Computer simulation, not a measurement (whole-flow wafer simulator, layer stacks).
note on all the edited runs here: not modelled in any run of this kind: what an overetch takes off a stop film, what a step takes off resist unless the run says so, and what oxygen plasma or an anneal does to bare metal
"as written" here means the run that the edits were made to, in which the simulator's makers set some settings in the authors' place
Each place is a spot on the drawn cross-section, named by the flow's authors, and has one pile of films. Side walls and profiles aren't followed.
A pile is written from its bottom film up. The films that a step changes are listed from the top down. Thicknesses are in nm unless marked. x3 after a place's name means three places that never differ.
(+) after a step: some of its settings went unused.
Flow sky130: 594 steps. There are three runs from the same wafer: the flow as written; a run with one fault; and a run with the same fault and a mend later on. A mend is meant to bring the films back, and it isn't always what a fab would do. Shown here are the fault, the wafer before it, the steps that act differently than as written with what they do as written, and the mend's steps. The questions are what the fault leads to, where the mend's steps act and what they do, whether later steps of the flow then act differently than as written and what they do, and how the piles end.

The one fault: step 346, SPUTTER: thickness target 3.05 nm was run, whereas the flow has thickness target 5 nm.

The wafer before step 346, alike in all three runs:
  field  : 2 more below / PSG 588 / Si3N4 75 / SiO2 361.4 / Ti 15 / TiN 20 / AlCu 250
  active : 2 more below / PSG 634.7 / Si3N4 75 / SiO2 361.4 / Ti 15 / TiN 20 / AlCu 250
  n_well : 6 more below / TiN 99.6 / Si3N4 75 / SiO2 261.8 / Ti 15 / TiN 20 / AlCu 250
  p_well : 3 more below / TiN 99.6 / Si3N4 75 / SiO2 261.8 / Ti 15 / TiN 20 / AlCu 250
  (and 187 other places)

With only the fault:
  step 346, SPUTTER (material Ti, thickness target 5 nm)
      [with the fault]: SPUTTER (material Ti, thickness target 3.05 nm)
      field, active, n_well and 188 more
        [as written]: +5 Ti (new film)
        [with the fault]: +3.05 Ti (new film)
  Steps further on in the flow that do not act as written (not shown: 15 more steps that differ only slightly, by at most 2% or 0.5 nm, whichever is larger):
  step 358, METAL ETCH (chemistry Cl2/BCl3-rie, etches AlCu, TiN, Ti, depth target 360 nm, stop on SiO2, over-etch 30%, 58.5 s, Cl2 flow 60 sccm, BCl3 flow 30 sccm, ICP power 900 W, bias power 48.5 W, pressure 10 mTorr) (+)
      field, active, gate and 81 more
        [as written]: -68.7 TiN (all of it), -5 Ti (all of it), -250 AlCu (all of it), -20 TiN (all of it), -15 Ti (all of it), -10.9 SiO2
        [with the fault]: -68.7 TiN (all of it), -3.05 Ti (all of it), -250 AlCu (all of it), -20 TiN (all of it), -15 Ti (all of it), -11.1 SiO2
  By the end, the piles at n_well, p_well, gate_hv and 104 more depart from the flow's by more than 2% or 0.5 nm, whichever is larger.
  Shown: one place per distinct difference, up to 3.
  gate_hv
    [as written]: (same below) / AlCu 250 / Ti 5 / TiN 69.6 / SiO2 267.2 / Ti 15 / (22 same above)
    [with the fault]: (same below) / AlCu 250 / Ti 3.05 / TiN 69.6 / SiO2 269.2 / Ti 15 / (22 same above)
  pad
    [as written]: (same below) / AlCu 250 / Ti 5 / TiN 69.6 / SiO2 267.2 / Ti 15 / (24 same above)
    [with the fault]: (same below) / AlCu 250 / Ti 3.05 / TiN 69.6 / SiO2 269.2 / Ti 15 / (24 same above)
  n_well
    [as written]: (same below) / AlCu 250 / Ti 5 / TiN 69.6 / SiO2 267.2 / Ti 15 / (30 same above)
    [with the fault]: (same below) / AlCu 250 / Ti 3.05 / TiN 69.6 / SiO2 269.2 / Ti 15 / (30 same above)

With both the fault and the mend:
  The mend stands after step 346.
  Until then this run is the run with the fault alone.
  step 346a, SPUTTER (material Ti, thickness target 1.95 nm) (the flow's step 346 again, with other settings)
      field, active, n_well and 188 more
        +1.95 Ti
  None of the later steps of the flow acts differently than as written at any place that is followed.
  At every place that both follow, the piles at the end match the flow's.
